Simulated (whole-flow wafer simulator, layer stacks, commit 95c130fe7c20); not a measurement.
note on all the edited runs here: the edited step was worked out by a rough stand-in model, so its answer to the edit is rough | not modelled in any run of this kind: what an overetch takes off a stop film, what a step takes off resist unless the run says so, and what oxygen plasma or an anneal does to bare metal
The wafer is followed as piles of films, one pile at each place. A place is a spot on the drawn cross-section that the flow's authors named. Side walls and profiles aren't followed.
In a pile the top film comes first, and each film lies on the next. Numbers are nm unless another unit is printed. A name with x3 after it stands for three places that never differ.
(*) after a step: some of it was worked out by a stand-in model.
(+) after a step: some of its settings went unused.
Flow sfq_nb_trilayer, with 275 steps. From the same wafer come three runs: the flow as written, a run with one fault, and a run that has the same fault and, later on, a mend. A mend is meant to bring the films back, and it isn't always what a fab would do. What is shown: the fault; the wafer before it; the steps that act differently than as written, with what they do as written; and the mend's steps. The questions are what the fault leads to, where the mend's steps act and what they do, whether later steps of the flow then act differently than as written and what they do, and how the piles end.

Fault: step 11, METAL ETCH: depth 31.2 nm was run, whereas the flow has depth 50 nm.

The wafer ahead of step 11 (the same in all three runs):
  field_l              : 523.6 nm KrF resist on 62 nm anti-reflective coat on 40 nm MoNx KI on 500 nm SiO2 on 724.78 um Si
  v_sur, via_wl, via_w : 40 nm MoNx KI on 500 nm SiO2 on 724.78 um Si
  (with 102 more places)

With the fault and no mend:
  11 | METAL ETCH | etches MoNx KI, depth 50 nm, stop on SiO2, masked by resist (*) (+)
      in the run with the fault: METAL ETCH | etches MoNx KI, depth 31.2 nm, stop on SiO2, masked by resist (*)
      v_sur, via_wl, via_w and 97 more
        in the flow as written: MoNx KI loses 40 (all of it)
        in the run with the fault: MoNx KI loses 31.2
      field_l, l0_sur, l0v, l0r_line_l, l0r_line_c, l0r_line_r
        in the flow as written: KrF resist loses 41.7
        in the run with the fault: KrF resist loses 26
  Steps later in the flow that act otherwise than as written (8 other steps are not shown; they differ only slightly, by no more than 2% or 0.5 nm, whichever is larger):
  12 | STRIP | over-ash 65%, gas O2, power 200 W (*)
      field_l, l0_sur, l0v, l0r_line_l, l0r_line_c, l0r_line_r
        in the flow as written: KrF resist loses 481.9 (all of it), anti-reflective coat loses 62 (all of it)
        in the run with the fault: KrF resist loses 497.6 (all of it), anti-reflective coat loses 62 (all of it)
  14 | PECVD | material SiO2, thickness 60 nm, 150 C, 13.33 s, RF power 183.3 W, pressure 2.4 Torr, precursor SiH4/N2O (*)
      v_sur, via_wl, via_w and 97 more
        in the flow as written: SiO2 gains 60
        in the run with the fault: SiO2 gains 60 (new film)
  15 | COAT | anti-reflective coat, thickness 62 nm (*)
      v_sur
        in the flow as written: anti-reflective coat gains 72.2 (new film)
        in the run with the fault: anti-reflective coat gains 70 (new film)
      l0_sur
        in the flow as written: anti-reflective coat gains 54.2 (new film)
        in the run with the fault: anti-reflective coat gains 55.8 (new film)
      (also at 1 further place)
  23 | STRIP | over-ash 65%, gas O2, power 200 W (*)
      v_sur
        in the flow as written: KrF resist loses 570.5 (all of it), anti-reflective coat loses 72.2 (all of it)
        in the run with the fault: KrF resist loses 567.9 (all of it), anti-reflective coat loses 70 (all of it)
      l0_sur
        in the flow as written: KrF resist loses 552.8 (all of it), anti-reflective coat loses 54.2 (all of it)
        in the run with the fault: KrF resist loses 554.4 (all of it), anti-reflective coat loses 55.8 (all of it)
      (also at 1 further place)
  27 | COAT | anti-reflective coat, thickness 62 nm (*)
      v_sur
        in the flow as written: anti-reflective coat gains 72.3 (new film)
        in the run with the fault: anti-reflective coat gains 70.1 (new film)
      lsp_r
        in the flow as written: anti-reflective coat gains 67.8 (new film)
        in the run with the fault: anti-reflective coat gains 66.4 (new film)
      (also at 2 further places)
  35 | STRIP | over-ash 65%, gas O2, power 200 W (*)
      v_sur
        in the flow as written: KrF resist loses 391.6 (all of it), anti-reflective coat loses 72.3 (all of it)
        in the run with the fault: KrF resist loses 389.4 (all of it), anti-reflective coat loses 70.1 (all of it)
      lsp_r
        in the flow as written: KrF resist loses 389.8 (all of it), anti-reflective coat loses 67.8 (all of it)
        in the run with the fault: KrF resist loses 387.2 (all of it), anti-reflective coat loses 66.4 (all of it)
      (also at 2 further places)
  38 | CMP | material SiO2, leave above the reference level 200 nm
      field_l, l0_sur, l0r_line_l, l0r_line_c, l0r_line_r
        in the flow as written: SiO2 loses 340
        in the run with the fault: SiO2 loses 331.2
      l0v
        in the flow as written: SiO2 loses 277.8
        in the run with the fault: SiO2 loses 269
  The piles end different from the flow's at v_sur, via_wl, via_w and 97 more by more than 2% or 0.5 nm, whichever is larger.
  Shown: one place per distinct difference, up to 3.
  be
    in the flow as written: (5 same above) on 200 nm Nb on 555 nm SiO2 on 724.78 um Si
    in the run with the fault: (5 same above) on 200 nm Nb on 55 nm SiO2 on 8.8 nm MoNx KI on 500 nm SiO2 on 724.78 um Si
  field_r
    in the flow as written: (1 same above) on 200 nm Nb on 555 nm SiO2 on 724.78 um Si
    in the run with the fault: (1 same above) on 200 nm Nb on 55 nm SiO2 on 8.8 nm MoNx KI on 500 nm SiO2 on 724.78 um Si
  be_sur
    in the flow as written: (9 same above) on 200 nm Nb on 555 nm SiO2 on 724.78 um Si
    in the run with the fault: (9 same above) on 200 nm Nb on 55 nm SiO2 on 8.8 nm MoNx KI on 500 nm SiO2 on 724.78 um Si

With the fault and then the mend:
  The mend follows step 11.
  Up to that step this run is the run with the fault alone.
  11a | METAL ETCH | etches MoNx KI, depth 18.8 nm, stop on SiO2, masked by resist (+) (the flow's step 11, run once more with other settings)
      v_sur, via_wl, via_w and 97 more
        MoNx KI loses 8.8 (all of it)
      field_l, l0_sur, l0v, l0r_line_l, l0r_line_c, l0r_line_r
        KrF resist loses 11
  Every later step of the flow that is run acts as written, at every place that is followed, to within 2% or 0.5 nm, whichever is larger.
  By the end, the piles equal the flow's at every place that both follow.
